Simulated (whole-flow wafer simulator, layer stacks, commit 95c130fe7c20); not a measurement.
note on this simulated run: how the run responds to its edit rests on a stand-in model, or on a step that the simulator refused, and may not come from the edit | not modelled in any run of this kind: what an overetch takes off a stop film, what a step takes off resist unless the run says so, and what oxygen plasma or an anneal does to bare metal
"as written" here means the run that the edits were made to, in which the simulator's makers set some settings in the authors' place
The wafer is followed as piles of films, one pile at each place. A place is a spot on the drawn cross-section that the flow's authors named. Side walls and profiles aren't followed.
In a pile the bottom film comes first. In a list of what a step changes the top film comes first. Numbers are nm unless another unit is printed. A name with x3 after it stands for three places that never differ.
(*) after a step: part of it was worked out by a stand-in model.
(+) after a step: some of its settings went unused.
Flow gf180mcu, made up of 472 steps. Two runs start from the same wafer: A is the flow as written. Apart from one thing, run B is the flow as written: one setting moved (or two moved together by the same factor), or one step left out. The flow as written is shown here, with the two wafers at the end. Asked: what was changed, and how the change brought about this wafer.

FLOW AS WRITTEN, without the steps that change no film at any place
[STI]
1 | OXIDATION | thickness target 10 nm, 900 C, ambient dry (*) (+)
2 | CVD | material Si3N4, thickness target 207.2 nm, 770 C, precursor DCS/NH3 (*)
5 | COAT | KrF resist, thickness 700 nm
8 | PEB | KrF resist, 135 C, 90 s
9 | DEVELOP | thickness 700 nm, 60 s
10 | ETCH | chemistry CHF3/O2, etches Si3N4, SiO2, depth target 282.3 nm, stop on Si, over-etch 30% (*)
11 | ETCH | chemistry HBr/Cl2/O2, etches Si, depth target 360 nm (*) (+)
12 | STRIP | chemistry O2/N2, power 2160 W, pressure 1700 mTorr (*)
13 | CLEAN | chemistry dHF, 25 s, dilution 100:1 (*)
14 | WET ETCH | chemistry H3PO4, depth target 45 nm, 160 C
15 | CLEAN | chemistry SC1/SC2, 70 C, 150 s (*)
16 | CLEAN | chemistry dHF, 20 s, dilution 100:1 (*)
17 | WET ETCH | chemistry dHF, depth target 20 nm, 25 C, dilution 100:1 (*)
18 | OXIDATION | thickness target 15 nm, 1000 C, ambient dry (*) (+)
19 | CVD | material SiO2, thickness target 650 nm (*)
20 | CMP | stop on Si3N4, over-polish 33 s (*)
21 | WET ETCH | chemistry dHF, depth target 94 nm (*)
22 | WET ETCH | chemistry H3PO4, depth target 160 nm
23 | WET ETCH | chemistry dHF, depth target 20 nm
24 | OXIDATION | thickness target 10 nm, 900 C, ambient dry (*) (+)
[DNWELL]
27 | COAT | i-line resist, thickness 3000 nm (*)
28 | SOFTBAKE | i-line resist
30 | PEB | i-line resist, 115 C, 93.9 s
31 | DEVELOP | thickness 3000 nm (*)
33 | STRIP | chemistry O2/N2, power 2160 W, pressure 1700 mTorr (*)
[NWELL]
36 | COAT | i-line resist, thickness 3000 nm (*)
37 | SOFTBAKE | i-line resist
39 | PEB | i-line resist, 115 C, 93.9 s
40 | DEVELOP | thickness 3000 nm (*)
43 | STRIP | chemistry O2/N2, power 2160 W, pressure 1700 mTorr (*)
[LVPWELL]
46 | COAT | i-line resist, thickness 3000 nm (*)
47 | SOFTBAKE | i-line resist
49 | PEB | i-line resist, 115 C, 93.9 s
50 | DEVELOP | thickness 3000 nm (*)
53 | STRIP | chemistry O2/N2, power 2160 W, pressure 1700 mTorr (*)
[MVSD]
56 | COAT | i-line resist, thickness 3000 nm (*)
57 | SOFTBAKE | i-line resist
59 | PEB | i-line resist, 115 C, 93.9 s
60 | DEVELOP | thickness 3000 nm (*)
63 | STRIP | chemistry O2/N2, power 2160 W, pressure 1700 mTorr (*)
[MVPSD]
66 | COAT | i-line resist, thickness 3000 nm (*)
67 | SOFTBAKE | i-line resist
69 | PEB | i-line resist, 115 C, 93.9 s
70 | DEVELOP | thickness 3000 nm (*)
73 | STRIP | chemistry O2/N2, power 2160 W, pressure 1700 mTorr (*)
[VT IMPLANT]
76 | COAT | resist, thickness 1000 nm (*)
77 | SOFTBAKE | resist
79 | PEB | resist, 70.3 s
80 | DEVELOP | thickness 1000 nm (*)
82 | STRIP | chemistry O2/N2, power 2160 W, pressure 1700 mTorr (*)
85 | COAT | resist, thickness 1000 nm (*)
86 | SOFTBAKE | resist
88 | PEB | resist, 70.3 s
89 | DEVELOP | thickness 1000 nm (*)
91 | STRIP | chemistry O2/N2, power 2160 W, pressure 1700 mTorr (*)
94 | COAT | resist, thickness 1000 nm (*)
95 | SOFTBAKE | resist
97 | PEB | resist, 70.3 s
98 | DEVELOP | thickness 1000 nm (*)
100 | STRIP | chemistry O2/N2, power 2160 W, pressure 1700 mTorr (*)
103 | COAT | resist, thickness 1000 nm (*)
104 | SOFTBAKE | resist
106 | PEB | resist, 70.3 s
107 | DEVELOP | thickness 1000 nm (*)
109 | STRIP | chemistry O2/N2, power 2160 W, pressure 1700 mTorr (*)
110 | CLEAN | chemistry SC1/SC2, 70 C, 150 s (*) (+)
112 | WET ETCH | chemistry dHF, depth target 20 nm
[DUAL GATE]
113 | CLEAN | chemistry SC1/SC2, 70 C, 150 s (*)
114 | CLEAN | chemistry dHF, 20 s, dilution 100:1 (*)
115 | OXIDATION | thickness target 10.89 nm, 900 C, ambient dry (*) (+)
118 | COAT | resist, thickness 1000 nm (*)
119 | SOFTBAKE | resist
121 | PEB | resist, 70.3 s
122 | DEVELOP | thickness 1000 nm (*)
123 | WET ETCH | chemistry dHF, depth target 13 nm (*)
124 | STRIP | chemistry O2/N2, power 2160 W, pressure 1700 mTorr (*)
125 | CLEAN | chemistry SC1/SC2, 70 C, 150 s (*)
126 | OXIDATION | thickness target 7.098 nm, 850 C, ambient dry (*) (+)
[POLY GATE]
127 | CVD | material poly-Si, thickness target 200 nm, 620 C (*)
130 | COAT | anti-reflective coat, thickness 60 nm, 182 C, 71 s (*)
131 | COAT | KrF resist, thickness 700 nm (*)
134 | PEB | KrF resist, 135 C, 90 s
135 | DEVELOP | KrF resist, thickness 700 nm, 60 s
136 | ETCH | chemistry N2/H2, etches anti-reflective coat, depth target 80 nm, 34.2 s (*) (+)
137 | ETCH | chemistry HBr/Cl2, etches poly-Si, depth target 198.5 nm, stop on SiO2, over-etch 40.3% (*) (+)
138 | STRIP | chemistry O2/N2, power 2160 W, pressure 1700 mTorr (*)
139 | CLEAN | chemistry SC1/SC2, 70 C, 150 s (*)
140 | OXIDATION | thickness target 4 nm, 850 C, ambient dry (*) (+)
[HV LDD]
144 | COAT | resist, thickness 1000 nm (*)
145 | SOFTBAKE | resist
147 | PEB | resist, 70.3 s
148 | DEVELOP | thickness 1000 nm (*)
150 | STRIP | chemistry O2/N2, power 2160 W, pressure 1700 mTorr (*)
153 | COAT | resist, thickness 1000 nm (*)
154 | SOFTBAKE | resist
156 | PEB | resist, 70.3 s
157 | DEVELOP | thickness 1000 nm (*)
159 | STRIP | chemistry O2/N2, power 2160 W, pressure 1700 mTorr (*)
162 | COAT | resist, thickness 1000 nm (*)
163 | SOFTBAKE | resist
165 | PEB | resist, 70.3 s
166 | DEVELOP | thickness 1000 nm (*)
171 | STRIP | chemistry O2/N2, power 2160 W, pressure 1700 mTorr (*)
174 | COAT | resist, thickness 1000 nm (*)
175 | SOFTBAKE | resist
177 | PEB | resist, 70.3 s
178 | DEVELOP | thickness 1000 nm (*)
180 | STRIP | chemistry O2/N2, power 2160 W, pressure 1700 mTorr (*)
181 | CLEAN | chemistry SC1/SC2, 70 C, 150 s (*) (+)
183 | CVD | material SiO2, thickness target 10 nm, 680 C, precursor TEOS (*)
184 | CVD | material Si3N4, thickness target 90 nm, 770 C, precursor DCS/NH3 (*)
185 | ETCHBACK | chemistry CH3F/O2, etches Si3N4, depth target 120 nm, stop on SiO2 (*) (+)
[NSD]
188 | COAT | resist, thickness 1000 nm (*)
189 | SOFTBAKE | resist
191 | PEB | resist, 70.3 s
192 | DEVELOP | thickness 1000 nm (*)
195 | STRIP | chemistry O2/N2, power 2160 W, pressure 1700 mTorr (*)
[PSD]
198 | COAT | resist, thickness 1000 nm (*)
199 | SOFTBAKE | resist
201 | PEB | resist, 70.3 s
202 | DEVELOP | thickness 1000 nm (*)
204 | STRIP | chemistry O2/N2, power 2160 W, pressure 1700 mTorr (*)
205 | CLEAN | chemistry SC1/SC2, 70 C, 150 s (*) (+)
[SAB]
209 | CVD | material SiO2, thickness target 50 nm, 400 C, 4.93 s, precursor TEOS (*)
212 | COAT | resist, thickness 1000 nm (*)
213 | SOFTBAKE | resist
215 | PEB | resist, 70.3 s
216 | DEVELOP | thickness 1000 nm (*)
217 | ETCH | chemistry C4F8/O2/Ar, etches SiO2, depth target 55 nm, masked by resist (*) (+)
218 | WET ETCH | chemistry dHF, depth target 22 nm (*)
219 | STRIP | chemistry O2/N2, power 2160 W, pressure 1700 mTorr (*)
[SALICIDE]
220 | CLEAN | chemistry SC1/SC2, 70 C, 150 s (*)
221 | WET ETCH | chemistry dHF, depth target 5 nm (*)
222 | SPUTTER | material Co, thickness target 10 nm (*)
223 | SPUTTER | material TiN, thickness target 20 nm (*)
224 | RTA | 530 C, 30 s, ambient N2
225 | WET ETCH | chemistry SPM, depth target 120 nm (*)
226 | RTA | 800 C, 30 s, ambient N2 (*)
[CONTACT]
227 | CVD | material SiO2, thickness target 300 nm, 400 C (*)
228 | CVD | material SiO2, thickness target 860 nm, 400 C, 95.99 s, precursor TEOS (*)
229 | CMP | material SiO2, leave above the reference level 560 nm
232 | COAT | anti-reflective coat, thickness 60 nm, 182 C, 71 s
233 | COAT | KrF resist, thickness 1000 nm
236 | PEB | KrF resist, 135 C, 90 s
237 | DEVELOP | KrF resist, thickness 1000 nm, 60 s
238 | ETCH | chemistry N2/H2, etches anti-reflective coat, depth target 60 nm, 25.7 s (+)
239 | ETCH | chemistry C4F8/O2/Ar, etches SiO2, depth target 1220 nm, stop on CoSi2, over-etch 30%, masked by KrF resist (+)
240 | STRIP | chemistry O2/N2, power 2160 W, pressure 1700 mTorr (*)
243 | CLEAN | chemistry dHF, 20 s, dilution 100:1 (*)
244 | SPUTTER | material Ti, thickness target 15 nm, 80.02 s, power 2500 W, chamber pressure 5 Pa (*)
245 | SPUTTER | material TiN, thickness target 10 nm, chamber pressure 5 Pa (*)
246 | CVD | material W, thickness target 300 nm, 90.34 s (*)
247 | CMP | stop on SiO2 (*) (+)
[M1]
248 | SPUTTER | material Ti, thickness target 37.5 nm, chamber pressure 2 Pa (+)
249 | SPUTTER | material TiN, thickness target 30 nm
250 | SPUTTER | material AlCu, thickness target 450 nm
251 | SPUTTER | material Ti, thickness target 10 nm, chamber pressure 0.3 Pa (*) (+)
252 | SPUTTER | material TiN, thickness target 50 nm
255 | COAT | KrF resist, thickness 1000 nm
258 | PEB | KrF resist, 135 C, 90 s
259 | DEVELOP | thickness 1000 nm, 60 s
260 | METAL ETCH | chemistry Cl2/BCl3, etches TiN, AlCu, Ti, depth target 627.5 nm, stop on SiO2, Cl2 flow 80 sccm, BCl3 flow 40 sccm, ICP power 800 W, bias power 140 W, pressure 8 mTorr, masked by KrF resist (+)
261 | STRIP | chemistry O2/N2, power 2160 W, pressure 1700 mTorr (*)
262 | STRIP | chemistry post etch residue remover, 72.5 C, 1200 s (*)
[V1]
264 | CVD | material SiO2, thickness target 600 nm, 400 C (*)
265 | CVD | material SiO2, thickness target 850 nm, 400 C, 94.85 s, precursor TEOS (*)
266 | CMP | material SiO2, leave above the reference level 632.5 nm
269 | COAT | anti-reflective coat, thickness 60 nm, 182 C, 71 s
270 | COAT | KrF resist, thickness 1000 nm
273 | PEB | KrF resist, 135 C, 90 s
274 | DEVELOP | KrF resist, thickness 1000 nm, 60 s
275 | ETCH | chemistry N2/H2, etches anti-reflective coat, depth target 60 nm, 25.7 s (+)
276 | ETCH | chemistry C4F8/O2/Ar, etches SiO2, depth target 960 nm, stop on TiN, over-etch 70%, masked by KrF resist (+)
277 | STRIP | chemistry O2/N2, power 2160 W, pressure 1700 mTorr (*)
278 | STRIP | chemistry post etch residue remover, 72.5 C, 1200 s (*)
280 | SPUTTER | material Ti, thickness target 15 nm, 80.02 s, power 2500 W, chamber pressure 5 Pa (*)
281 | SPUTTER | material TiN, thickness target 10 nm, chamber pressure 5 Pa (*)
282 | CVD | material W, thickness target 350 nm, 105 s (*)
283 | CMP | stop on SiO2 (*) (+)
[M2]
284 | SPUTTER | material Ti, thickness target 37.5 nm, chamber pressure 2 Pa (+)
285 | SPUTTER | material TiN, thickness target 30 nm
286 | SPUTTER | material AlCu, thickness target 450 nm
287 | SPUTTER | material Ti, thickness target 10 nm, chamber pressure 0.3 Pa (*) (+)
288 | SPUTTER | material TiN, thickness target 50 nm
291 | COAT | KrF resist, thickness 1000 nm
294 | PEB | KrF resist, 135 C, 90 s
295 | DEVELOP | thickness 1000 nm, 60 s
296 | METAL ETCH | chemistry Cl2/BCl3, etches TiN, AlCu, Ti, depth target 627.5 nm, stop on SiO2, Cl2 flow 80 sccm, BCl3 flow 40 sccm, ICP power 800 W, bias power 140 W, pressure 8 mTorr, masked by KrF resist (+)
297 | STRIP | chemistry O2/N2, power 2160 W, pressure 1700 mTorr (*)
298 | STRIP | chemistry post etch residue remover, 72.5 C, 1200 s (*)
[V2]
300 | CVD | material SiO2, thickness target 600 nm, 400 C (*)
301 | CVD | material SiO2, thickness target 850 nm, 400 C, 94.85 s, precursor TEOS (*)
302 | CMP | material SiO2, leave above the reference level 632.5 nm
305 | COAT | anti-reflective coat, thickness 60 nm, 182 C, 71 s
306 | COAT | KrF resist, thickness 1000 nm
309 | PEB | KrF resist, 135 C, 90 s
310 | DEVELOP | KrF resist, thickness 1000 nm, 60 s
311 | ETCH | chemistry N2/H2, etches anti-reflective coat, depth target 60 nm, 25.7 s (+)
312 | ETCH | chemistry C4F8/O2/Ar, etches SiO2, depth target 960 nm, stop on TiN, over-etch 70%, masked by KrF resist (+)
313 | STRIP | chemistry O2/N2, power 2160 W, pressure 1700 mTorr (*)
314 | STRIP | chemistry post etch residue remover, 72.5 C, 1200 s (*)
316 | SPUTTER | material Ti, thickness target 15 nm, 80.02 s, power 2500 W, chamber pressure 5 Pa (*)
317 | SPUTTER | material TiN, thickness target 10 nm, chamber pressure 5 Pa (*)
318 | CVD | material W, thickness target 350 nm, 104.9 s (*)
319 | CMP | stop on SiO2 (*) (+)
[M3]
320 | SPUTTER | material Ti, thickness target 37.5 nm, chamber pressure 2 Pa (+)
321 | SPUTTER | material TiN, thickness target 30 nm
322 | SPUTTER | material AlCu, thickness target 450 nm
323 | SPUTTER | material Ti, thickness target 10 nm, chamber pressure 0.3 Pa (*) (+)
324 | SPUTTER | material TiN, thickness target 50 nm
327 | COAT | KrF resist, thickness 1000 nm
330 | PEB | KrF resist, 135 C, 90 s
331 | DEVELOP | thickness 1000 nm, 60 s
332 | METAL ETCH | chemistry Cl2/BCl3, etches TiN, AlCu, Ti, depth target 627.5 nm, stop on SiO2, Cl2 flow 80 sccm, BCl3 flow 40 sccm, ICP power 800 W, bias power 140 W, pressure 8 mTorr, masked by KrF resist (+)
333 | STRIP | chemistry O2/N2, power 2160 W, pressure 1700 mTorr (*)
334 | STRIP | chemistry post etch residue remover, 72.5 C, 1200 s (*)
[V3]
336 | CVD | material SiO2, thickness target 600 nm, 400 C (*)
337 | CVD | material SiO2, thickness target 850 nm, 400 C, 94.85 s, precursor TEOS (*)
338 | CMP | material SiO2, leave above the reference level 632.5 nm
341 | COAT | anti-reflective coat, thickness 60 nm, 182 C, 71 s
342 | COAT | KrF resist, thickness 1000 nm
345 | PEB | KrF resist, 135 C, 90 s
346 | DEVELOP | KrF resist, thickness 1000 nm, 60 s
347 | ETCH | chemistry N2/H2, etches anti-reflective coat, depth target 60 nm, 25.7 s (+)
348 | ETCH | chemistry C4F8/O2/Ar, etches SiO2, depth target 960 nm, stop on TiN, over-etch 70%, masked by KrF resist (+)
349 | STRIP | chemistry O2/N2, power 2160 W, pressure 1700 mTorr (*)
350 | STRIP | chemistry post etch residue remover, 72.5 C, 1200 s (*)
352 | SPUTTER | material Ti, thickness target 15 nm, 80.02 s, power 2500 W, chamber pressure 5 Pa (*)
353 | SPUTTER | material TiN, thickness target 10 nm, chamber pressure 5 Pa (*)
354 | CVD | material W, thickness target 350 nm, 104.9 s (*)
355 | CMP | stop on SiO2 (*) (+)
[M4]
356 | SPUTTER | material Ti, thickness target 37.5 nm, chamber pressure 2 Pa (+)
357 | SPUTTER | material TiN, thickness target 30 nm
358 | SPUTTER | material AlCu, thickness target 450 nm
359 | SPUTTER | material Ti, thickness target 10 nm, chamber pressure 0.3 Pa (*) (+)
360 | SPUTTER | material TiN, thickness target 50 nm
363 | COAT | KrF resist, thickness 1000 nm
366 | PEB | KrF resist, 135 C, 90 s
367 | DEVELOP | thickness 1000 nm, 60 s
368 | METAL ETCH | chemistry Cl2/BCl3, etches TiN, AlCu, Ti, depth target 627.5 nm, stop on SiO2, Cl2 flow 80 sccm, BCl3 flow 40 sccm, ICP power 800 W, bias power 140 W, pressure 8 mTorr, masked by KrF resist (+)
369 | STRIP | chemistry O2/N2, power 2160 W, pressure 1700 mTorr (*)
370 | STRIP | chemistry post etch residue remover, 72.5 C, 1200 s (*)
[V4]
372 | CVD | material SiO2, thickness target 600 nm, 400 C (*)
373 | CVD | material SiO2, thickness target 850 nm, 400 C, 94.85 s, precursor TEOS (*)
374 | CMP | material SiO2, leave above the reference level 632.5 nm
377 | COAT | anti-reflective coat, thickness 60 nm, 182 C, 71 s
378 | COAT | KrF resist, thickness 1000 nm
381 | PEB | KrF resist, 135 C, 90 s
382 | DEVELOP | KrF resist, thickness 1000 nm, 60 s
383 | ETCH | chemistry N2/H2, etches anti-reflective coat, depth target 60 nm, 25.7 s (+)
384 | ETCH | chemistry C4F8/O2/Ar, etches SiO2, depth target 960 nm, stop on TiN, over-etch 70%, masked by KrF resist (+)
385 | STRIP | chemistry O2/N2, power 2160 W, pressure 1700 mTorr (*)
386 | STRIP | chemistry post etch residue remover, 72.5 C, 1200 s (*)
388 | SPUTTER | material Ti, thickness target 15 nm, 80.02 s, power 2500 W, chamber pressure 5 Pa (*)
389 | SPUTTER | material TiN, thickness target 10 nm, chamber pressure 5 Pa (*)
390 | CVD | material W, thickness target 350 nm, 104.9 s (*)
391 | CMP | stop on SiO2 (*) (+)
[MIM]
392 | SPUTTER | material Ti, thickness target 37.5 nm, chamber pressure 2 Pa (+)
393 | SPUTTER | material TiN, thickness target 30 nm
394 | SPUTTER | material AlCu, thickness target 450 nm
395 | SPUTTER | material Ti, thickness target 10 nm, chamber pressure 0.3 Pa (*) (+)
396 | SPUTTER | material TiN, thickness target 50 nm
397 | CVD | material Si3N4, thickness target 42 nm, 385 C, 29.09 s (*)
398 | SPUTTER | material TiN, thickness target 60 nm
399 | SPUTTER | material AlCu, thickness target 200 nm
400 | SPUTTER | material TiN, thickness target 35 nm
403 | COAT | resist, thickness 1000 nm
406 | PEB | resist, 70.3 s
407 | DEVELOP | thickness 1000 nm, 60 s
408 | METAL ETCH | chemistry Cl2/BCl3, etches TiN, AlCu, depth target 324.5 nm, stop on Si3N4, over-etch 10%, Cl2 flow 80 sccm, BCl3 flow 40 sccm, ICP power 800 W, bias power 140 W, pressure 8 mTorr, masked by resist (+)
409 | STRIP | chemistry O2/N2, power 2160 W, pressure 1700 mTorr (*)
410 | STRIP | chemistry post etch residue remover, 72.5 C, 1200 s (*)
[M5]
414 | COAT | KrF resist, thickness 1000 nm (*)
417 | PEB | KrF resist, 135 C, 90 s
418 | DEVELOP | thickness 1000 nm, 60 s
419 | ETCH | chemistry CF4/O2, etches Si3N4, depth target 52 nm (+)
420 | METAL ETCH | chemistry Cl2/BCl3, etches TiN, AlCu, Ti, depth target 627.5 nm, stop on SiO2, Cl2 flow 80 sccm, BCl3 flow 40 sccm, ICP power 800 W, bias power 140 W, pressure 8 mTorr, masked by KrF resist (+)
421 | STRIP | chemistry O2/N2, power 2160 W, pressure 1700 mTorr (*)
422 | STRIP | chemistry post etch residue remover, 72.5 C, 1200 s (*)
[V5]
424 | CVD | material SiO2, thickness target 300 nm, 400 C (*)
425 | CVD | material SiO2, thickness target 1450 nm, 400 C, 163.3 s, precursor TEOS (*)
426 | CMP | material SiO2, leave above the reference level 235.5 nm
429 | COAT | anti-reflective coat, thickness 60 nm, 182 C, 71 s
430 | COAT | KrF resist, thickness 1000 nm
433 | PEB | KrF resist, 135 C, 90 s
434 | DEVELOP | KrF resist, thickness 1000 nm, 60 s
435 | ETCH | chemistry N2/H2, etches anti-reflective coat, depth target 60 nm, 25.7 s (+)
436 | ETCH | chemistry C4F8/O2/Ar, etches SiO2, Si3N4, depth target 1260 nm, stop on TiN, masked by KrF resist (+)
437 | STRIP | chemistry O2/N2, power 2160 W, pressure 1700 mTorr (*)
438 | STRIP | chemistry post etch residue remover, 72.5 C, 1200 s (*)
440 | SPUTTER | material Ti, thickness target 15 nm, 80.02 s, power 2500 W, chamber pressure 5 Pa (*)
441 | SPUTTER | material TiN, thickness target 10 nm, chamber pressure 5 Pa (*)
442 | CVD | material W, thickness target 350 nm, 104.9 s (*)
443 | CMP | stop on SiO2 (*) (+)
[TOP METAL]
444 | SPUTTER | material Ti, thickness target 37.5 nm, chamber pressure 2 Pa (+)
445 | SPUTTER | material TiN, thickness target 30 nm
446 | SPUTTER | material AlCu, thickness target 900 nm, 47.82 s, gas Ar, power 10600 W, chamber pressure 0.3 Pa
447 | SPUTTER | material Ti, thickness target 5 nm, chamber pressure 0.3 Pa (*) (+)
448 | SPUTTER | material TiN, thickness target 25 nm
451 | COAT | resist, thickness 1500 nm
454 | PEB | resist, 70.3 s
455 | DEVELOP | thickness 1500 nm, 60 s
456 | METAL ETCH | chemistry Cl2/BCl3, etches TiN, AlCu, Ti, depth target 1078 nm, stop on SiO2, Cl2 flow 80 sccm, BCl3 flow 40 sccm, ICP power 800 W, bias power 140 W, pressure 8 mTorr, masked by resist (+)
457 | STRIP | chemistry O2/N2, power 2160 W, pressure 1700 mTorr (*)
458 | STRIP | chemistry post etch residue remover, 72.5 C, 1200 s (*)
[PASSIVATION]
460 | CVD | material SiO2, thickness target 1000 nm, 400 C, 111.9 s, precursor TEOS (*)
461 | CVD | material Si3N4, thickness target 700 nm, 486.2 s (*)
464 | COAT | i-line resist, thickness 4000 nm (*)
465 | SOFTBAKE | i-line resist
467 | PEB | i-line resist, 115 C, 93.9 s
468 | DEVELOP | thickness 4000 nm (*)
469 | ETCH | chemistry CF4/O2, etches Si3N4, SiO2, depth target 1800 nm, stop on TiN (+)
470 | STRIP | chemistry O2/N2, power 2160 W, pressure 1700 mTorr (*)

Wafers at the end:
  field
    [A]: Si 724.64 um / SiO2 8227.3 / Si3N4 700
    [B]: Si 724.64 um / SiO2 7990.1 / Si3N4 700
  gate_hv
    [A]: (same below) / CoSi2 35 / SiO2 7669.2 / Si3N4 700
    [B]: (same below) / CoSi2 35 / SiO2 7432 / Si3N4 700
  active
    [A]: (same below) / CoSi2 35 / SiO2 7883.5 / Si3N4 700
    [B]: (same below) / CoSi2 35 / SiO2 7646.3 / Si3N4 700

Cause: step 374, CMP: leave above the reference level 395.3 nm was run, though the flow has leave above the reference level 632.5 nm.

How this came from the change, step by step:
  374 | CMP | material SiO2, leave above the reference level 632.5 nm
      field, field__w1, field__w2 and 103 more: A -300 SiO2 | B -537.2 SiO2
      field__w8, contact, m1, m1__w1, m1_nw: A -877.1 SiO2 | B -1114.3 SiO2
  384 | ETCH | chemistry C4F8/O2/Ar, etches SiO2, depth target 960 nm, stop on TiN, over-etch 70%, masked by KrF resist (+)
      field, field__w1, field__w2 and 107 more: A -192 KrF resist | B -114 KrF resist
      contact: A -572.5 SiO2 (all of it) | B -335.3 SiO2 (all of it)
  385 | STRIP | chemistry O2/N2, power 2160 W, pressure 1700 mTorr (*)
      field, field__w1, field__w2 and 107 more: A -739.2 KrF resist (all of it), -60 anti-reflective coat (all of it) | B -817.2 KrF resist (all of it), -60 anti-reflective coat (all of it)
  388 | SPUTTER | material Ti, thickness target 15 nm, 80.02 s, power 2500 W, chamber pressure 5 Pa (*)
      contact: A +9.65 Ti (new film) | B +11.2 Ti (new film)
  389 | SPUTTER | material TiN, thickness target 10 nm, chamber pressure 5 Pa (*)
      contact: A +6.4 TiN (new film) | B +7.41 TiN (new film)
  390 | CVD | material W, thickness target 350 nm, 104.9 s (*)
      contact: A +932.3 W (new film) | B +692.6 W (new film)
